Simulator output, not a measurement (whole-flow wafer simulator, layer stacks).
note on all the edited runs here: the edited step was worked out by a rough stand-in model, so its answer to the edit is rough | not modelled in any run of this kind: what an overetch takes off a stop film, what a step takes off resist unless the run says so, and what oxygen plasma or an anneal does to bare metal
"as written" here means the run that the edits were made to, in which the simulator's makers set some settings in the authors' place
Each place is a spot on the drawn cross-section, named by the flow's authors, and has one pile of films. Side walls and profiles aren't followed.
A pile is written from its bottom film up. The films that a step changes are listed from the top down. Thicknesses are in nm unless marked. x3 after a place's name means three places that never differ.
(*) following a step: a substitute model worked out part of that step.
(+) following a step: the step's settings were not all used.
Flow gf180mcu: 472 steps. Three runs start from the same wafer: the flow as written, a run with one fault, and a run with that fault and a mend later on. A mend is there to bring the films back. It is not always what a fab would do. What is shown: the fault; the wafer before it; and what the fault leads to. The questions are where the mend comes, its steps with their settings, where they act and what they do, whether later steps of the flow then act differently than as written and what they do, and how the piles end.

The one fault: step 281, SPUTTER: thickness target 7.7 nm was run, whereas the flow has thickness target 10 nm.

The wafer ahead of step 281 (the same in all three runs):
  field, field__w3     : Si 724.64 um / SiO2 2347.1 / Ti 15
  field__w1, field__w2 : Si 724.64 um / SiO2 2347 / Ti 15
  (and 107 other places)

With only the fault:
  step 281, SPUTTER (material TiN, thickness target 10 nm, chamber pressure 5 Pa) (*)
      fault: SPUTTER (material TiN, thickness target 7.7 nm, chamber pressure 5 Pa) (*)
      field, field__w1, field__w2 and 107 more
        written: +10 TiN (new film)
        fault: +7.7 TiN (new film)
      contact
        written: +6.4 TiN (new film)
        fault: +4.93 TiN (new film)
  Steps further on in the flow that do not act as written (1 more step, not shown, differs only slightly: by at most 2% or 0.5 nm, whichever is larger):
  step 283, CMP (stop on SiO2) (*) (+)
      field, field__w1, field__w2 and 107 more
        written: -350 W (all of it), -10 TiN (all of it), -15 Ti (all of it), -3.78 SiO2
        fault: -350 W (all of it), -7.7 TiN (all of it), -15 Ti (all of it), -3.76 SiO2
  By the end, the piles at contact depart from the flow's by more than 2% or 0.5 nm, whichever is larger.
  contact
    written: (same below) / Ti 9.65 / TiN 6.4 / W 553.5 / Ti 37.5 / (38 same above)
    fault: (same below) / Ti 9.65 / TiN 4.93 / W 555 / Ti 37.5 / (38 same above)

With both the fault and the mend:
  After step 281 comes the mend.
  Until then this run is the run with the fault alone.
  step 281a, SPUTTER (material TiN, thickness target 2.3 nm, chamber pressure 5 Pa) (*) (the flow's step 281, run once more with other settings)
      field, field__w1, field__w2 and 107 more
        +2.3 TiN
      contact
        +1.47 TiN
  Later steps of the flow that are run all act as written at every place that is followed.
  By the end, the piles equal the flow's at every place that both follow.
